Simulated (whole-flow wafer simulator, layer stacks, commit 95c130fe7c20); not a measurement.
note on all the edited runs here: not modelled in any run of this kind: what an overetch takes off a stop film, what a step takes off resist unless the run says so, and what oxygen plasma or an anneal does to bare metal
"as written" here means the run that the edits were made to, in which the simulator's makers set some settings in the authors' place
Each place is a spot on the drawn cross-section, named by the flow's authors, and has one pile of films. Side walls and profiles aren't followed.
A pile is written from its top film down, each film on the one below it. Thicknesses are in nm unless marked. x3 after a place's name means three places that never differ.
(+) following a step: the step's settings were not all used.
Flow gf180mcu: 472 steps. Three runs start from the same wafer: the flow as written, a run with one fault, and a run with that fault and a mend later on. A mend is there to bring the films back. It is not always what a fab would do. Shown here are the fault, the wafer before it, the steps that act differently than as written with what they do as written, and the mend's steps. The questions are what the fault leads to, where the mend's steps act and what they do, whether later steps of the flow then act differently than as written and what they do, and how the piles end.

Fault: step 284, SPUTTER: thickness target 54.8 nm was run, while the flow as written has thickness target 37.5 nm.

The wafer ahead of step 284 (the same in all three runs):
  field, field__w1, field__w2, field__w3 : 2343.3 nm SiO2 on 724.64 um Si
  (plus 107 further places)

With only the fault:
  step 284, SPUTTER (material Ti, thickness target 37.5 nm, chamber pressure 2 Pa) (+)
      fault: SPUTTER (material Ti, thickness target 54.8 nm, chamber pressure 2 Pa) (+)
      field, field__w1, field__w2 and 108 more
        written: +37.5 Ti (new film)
        fault: +54.8 Ti (new film)
  Steps further on in the flow that do not act as written:
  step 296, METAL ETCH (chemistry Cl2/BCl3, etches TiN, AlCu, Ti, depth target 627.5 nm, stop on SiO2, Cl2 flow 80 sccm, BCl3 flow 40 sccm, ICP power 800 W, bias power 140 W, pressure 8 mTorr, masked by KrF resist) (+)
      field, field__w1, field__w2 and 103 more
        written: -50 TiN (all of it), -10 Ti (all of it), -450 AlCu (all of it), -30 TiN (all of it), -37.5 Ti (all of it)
        fault: -50 TiN (all of it), -10 Ti (all of it), -450 AlCu (all of it), -30 TiN (all of it), -54.8 Ti (all of it)
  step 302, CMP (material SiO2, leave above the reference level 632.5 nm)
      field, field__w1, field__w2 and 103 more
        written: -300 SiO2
        fault: -282.7 SiO2
  At field__w8, contact, m1, m1__w1, m1_nw, the piles at the end differ from the flow's by more than 2% or 0.5 nm, whichever is larger.
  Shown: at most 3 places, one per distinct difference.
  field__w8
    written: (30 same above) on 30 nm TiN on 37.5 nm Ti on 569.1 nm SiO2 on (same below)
    fault: (30 same above) on 30 nm TiN on 54.8 nm Ti on 569.1 nm SiO2 on (same below)
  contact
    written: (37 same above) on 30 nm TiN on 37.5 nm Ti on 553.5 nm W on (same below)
    fault: (37 same above) on 30 nm TiN on 54.8 nm Ti on 553.5 nm W on (same below)

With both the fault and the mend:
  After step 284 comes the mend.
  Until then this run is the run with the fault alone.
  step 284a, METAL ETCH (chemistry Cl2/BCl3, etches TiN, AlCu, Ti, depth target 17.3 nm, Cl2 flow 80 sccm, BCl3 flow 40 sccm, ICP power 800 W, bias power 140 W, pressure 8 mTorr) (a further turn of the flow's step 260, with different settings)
      field, field__w1, field__w2 and 108 more
        -17.3 Ti
  None of the later steps of the flow acts differently than as written at any place that is followed.
  At every place that both follow, the piles at the end match the flow's.
